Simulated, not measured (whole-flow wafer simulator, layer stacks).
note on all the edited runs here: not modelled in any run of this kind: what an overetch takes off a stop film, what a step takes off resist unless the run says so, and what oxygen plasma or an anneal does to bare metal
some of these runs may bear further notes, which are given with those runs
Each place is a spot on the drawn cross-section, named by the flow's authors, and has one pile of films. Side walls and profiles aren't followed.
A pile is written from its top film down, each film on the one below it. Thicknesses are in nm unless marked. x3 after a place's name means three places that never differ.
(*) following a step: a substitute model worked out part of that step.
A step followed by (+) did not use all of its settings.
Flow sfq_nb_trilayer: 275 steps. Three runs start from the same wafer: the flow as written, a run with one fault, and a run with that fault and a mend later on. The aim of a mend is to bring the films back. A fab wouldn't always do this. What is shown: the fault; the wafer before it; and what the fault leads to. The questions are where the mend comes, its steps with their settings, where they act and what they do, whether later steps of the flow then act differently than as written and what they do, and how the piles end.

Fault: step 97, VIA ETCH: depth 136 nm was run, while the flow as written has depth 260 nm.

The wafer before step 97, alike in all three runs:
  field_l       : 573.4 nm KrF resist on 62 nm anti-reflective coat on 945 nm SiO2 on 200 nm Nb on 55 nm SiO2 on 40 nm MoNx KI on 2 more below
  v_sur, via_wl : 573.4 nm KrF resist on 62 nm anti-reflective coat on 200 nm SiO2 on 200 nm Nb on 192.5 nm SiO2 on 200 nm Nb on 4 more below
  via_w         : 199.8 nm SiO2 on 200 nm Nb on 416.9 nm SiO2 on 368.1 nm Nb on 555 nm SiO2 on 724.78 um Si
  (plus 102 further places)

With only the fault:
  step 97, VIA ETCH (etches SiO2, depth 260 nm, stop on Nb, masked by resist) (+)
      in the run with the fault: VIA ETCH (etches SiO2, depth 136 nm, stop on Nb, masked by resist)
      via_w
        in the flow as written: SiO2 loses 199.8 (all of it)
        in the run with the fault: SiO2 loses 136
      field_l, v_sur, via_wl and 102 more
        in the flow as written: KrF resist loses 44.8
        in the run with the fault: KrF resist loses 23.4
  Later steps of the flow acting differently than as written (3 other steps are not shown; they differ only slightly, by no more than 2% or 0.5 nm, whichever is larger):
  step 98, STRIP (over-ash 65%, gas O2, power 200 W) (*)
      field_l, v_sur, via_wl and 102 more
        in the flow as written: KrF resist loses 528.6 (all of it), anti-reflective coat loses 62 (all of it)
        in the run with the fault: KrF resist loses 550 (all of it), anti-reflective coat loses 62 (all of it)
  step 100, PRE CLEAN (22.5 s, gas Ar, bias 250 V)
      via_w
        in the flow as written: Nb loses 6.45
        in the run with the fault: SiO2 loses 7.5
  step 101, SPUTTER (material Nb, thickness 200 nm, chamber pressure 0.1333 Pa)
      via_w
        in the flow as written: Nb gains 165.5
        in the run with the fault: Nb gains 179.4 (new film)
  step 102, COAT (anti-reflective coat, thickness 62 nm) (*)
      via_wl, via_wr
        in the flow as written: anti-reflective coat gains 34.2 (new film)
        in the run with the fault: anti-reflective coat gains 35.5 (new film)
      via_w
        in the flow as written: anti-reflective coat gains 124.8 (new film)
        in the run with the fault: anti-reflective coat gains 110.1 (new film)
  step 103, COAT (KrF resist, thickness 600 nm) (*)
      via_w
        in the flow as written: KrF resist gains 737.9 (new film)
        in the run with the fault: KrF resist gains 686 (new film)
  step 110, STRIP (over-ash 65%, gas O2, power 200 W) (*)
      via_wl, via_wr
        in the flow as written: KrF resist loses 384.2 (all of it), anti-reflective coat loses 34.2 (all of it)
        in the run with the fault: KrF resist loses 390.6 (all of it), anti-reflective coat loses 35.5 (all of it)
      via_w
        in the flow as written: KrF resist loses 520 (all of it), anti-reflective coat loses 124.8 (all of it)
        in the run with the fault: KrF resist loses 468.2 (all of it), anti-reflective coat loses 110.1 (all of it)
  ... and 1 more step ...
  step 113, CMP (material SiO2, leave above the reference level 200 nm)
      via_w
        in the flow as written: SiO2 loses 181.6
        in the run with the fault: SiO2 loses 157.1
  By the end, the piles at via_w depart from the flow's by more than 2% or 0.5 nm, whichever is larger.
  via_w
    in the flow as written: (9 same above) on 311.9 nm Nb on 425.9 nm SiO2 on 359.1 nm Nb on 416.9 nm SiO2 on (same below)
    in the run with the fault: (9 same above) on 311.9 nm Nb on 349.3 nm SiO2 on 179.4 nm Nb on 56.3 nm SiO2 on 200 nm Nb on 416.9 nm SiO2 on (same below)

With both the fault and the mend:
  After step 97 comes the mend.
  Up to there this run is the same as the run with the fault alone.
  step 97a, VIA ETCH (etches SiO2, depth 124 nm, stop on Nb, masked by resist) (+) (the flow's step 97 again, with other settings)
      field_l, v_sur, via_wl and 102 more
        KrF resist loses 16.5
      via_w
        SiO2 loses 63.8 (all of it)
  None of the later steps of the flow differs from how it acts as written, at any place that is followed, by more than 2% or 0.5 nm, whichever is larger.
  The piles end the same as the flow's at every place that both follow.
